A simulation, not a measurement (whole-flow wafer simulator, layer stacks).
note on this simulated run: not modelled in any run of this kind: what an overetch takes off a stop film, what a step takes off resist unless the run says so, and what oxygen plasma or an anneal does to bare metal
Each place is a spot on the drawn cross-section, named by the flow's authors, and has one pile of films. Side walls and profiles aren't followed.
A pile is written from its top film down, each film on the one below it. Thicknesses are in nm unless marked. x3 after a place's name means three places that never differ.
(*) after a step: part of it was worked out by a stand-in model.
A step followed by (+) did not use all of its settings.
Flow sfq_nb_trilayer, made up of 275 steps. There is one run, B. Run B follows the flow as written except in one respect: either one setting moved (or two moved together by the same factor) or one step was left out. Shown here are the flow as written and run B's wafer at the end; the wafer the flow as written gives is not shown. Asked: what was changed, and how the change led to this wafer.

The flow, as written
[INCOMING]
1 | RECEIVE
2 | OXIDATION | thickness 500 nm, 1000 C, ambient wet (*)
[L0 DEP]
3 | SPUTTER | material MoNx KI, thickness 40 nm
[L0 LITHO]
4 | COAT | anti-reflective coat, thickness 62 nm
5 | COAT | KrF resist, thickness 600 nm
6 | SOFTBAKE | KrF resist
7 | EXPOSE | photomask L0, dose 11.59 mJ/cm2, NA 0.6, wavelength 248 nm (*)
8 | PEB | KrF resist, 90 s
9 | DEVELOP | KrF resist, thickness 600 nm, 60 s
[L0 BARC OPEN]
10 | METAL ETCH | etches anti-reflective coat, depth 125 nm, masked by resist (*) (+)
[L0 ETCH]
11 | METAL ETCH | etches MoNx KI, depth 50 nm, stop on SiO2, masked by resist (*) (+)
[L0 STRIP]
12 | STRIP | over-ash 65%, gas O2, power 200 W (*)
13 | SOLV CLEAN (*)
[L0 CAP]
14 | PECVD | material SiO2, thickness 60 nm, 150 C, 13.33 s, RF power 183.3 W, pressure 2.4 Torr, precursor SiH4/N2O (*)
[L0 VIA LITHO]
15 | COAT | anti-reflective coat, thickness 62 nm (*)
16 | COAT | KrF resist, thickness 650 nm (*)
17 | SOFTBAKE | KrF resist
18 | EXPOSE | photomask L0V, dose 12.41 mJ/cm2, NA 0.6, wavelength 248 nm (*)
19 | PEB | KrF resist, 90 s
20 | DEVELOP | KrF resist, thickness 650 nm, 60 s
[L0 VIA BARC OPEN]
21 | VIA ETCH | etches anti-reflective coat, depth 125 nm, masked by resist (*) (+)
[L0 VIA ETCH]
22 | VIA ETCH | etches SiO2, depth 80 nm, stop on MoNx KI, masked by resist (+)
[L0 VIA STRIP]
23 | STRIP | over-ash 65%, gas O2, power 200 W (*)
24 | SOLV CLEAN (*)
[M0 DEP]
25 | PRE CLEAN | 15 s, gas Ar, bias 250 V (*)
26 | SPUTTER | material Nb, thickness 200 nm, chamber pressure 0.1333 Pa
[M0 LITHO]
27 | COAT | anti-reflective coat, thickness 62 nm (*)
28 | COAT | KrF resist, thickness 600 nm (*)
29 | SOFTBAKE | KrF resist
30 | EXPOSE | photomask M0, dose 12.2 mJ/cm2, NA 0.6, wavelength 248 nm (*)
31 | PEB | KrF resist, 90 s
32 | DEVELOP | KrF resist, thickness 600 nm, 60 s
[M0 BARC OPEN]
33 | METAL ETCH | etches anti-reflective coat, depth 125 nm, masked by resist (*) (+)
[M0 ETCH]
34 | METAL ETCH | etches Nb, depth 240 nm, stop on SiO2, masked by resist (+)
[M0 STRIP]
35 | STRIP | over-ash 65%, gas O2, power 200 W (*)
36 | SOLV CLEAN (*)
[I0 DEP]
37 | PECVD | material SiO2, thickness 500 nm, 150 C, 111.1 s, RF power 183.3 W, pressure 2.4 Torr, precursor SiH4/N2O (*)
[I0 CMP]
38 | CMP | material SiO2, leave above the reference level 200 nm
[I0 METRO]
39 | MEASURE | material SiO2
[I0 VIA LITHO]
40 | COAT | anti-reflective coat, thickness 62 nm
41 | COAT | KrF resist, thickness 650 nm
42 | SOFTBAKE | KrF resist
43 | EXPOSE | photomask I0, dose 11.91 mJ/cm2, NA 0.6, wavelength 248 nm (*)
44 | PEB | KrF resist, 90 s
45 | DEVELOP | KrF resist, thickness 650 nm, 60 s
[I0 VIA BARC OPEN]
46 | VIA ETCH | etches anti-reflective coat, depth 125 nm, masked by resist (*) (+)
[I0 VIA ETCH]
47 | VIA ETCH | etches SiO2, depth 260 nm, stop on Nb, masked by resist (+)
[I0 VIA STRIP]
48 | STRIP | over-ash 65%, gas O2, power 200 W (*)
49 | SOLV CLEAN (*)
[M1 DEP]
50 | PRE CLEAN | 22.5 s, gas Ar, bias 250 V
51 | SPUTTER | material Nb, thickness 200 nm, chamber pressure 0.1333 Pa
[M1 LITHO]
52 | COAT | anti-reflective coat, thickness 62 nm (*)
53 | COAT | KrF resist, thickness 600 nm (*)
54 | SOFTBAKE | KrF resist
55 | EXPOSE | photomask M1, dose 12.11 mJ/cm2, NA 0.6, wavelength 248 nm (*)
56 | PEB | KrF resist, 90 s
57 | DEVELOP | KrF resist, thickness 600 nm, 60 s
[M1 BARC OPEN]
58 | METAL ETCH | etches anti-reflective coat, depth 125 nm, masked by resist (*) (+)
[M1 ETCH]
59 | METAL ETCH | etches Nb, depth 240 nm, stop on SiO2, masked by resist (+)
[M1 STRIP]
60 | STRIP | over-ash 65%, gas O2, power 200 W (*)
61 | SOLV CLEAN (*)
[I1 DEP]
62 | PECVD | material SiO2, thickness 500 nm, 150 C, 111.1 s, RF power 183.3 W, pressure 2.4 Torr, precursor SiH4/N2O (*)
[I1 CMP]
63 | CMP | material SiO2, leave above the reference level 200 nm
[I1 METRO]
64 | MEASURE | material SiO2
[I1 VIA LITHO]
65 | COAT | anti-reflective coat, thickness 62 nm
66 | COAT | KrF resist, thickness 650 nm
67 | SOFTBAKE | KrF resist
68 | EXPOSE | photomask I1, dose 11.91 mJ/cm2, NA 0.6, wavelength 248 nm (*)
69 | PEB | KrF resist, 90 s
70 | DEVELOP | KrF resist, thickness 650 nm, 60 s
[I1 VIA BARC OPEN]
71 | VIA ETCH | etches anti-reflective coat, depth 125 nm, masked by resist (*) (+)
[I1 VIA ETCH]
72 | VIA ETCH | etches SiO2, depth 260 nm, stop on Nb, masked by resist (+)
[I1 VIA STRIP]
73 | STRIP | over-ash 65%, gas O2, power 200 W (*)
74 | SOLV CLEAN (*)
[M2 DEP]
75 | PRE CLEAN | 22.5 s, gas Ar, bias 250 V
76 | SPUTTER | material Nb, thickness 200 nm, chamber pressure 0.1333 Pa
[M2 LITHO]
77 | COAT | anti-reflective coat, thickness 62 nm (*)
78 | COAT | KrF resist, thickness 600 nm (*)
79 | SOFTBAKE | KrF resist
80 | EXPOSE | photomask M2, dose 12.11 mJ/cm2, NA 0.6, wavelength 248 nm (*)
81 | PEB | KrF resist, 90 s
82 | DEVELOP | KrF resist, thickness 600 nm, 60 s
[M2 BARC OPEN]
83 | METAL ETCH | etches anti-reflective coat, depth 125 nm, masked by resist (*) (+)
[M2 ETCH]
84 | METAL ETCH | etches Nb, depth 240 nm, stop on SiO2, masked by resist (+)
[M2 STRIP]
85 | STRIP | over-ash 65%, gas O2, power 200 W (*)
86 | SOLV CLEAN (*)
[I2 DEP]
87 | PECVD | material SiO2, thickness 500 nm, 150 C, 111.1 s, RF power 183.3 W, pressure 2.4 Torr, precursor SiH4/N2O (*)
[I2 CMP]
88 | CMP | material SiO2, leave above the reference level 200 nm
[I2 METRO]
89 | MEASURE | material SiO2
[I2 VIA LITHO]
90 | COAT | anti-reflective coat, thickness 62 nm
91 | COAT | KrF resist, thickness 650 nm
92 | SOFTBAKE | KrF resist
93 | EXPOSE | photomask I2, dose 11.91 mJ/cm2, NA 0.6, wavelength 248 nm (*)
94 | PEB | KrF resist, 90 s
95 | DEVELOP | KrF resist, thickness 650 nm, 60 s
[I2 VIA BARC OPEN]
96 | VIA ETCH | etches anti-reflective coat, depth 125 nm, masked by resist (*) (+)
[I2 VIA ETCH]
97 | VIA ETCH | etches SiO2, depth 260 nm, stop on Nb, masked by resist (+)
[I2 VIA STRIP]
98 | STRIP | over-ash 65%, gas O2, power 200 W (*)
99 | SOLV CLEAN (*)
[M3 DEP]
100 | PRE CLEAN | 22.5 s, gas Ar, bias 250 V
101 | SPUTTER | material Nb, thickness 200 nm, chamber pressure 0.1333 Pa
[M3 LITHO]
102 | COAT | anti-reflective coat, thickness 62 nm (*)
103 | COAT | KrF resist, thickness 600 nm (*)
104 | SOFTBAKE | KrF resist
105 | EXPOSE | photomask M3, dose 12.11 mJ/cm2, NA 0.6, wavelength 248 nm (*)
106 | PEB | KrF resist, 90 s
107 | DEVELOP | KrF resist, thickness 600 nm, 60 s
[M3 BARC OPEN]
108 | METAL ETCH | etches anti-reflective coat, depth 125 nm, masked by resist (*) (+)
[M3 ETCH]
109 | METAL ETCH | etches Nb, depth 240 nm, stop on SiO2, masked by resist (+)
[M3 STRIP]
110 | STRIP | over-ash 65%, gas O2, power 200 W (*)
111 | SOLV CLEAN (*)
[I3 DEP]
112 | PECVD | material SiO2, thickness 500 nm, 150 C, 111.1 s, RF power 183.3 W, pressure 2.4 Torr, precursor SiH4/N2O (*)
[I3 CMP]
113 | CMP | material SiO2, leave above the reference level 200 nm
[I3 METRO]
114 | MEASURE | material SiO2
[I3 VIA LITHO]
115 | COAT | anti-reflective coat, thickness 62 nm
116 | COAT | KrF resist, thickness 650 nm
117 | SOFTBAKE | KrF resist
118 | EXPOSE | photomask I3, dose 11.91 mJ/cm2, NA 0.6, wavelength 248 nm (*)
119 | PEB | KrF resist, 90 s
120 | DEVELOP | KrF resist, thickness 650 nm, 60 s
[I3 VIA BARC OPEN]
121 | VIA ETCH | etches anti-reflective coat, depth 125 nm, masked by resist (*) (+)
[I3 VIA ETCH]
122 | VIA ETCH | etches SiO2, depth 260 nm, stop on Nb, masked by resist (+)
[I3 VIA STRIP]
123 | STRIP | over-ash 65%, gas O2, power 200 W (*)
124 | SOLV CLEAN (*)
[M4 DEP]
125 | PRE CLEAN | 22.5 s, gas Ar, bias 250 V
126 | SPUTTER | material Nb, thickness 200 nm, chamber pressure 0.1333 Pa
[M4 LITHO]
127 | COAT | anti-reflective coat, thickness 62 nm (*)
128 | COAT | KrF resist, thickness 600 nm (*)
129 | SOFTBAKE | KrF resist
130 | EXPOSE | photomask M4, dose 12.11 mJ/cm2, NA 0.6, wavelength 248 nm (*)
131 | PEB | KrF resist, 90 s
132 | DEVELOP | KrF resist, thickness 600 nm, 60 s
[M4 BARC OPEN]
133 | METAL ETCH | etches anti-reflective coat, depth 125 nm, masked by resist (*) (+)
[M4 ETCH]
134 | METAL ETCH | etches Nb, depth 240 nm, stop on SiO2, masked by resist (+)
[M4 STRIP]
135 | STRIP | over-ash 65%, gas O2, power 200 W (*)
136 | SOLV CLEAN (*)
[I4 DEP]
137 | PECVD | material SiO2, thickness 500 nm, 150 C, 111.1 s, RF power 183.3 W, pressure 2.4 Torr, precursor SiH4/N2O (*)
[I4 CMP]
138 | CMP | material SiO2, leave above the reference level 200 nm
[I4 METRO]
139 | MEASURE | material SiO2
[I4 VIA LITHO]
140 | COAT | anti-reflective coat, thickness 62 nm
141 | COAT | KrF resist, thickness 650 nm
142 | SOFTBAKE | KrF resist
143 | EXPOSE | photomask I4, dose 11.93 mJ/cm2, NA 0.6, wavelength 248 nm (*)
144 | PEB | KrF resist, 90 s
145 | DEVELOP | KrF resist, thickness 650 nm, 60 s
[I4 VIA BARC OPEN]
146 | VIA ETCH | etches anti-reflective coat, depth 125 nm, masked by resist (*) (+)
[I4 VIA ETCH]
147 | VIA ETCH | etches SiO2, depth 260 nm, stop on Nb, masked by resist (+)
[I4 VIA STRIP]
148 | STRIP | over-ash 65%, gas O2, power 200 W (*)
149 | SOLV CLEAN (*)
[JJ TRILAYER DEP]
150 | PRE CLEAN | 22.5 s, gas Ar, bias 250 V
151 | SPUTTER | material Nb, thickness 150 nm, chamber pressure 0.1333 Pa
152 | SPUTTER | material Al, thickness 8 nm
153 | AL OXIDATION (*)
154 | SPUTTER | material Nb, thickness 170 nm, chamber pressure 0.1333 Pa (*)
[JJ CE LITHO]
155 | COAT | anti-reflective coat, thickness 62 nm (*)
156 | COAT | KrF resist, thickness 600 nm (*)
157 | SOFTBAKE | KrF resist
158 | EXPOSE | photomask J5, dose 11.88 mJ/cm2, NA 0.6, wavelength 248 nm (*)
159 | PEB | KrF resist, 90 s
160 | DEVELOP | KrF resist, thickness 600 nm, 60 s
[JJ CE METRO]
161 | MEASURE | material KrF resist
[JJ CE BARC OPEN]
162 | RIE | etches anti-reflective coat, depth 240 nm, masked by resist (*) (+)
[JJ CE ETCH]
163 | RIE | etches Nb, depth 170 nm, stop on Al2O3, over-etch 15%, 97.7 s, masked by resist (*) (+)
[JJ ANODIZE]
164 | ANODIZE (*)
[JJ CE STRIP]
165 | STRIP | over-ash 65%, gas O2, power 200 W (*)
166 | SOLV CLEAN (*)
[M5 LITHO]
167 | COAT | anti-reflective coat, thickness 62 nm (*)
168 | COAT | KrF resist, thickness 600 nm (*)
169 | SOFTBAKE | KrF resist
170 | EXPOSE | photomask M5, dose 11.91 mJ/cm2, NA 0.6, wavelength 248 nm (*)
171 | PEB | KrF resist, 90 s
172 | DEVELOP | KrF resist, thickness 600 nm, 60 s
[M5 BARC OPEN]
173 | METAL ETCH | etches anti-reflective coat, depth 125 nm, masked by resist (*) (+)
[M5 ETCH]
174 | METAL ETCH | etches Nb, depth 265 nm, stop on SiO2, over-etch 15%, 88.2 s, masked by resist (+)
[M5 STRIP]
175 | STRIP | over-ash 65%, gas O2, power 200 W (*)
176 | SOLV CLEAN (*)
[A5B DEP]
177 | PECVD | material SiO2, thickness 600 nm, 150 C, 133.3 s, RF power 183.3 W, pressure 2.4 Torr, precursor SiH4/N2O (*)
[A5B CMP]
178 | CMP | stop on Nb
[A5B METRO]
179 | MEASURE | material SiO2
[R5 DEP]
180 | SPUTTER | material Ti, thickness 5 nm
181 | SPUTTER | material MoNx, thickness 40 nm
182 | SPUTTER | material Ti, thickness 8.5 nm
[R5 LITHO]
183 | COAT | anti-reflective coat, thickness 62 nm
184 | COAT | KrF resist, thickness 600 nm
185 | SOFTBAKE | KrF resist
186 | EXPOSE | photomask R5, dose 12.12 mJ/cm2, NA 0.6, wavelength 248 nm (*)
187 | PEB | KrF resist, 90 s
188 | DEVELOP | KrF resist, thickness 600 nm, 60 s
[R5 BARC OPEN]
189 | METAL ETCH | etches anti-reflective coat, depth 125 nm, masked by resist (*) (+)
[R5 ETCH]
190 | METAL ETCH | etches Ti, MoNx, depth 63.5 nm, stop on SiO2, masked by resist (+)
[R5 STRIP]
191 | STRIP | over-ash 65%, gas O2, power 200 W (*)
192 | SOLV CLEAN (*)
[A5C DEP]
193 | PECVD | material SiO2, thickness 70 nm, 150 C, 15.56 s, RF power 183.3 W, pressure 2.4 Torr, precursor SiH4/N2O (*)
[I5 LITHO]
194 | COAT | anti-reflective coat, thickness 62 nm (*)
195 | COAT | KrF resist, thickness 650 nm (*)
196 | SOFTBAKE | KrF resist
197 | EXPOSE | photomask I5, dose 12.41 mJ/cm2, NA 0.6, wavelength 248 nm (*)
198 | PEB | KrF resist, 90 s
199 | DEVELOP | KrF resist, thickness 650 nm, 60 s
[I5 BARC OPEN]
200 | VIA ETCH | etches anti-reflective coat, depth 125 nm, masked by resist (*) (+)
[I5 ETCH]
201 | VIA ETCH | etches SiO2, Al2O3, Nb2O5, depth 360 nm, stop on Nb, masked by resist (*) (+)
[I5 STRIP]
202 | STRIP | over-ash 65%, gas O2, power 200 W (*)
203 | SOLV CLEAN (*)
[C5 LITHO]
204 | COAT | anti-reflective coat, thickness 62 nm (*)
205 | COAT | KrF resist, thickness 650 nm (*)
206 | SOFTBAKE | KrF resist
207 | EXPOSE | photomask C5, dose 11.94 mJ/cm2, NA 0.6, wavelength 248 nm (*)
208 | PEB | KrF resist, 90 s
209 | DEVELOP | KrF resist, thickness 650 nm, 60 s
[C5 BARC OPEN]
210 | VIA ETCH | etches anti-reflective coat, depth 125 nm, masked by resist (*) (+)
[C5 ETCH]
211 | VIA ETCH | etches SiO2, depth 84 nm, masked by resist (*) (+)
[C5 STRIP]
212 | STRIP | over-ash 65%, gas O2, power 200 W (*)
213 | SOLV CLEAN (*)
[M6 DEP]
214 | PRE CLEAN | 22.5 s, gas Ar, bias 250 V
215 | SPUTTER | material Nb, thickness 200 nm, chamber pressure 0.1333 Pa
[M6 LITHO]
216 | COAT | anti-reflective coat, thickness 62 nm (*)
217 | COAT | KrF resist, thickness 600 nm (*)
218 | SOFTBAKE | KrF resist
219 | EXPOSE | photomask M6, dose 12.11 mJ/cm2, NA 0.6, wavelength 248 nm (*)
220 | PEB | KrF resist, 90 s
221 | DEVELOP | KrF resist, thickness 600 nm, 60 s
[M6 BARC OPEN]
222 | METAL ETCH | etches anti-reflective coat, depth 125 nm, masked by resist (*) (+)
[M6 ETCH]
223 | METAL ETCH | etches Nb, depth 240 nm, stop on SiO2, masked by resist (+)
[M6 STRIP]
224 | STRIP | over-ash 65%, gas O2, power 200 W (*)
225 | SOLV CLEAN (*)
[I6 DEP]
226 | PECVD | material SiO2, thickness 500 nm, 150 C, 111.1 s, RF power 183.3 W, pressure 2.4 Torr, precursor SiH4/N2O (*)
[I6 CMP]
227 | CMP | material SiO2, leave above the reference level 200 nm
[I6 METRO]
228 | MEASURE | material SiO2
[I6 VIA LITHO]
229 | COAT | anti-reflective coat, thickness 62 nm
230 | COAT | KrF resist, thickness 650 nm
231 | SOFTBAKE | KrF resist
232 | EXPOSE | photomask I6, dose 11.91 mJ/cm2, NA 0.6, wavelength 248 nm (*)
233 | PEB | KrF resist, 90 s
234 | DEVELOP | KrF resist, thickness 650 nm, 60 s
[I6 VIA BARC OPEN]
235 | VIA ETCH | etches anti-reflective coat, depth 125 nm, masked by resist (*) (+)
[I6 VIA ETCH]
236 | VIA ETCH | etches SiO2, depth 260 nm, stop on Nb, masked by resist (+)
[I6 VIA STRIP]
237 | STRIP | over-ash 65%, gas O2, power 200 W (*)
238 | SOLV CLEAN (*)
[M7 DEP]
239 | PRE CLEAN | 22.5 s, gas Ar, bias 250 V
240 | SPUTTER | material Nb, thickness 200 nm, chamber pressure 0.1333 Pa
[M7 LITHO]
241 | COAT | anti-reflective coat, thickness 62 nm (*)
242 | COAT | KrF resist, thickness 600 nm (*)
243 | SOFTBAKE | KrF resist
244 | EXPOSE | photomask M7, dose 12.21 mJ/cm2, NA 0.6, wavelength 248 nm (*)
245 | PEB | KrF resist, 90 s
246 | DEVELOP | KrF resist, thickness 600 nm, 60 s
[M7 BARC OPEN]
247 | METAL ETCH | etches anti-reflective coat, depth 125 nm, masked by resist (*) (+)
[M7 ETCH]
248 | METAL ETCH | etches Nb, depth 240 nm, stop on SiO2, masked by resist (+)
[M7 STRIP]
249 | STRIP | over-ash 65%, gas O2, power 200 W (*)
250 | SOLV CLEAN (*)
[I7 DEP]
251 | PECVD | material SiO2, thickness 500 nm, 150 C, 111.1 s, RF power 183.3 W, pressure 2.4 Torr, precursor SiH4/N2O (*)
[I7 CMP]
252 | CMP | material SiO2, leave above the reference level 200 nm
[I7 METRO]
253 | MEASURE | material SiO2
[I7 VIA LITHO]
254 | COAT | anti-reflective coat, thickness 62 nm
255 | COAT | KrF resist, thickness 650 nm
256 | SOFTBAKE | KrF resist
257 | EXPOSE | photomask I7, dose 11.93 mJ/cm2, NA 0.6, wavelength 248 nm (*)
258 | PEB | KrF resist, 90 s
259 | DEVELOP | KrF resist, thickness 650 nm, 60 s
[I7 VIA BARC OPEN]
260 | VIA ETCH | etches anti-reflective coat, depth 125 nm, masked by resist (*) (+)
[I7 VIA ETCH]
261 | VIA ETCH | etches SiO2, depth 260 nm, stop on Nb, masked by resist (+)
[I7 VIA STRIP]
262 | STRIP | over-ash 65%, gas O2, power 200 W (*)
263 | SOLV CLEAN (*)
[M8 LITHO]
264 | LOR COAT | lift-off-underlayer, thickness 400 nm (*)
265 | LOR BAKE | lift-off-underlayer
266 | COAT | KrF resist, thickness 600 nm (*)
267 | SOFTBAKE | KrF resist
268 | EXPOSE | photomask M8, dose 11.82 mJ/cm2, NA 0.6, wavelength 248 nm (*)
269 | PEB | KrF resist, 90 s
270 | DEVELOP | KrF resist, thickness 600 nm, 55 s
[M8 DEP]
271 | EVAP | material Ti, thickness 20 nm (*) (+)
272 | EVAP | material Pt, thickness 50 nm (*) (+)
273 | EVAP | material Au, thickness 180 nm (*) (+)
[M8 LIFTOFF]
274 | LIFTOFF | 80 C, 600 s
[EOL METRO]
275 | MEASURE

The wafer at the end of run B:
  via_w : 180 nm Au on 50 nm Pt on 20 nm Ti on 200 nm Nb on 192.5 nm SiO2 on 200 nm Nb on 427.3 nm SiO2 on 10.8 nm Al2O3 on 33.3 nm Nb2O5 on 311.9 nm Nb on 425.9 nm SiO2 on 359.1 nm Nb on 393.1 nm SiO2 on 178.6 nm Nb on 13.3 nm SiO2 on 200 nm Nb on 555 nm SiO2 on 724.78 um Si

What caused this: step 47, VIA ETCH: depth 179 nm was run, whereas the flow has depth 260 nm.

Step by step, how the change led to this:
  47 | VIA ETCH | etches SiO2, depth 260 nm, stop on Nb, masked by resist (+)
      via_w: -179 SiO2 (in the flow as written it would be: -199.8 SiO2 (all of it))
      field_l, v_sur, via_wl and 102 more: -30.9 KrF resist (in the flow as written it would be: -44.8 KrF resist)
  48 | STRIP | over-ash 65%, gas O2, power 200 W (*)
      field_l, v_sur, via_wl and 102 more: -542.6 KrF resist (all of it), -62 anti-reflective coat (all of it) (in the flow as written it would be: -528.6 KrF resist (all of it), -62 anti-reflective coat (all of it))
  50 | PRE CLEAN | 22.5 s, gas Ar, bias 250 V
      via_w: -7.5 SiO2 (in the flow as written it would be: -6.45 Nb)
  51 | SPUTTER | material Nb, thickness 200 nm, chamber pressure 0.1333 Pa
      via_w: +178.6 Nb (new film) (in the flow as written it would be: +174.5 Nb)
  52 | COAT | anti-reflective coat, thickness 62 nm (*)
      via_wl: +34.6 anti-reflective coat (new film) (in the flow as written it would be: +33.8 anti-reflective coat (new film))
      via_w: +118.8 anti-reflective coat (new film) (in the flow as written it would be: +123.1 anti-reflective coat (new film))
  53 | COAT | KrF resist, thickness 600 nm (*)
      via_w: +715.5 KrF resist (new film) (in the flow as written it would be: +731.8 KrF resist (new film))
  60 | STRIP | over-ash 65%, gas O2, power 200 W (*)
      via_wl: -387.2 KrF resist (all of it), -34.6 anti-reflective coat (all of it) (in the flow as written it would be: -385.5 KrF resist (all of it), -33.8 anti-reflective coat (all of it))
      via_w: -497.6 KrF resist (all of it), -118.8 anti-reflective coat (all of it) (in the flow as written it would be: -513.8 KrF resist (all of it), -123.1 anti-reflective coat (all of it))
  62 | PECVD | material SiO2, thickness 500 nm, 150 C, 111.1 s, RF power 183.3 W, pressure 2.4 Torr, precursor SiH4/N2O (*)
      via_w: +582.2 SiO2 (new film) (in the flow as written it would be: +606 SiO2 (new film))
Taking metal films that touch as one body, via_w has 6 bodies (between them, from the top down: SiO2 192.5; SiO2 427.3 / Al2O3 10.8 / Nb2O5 33.3; SiO2 425.9; SiO2 393.1; SiO2 13.3); the flow as written gives 5 bodies (between them, from the top down: SiO2 192.5; SiO2 427.3 / Al2O3 10.8 / Nb2O5 33.3; SiO2 425.9; SiO2 416.9).
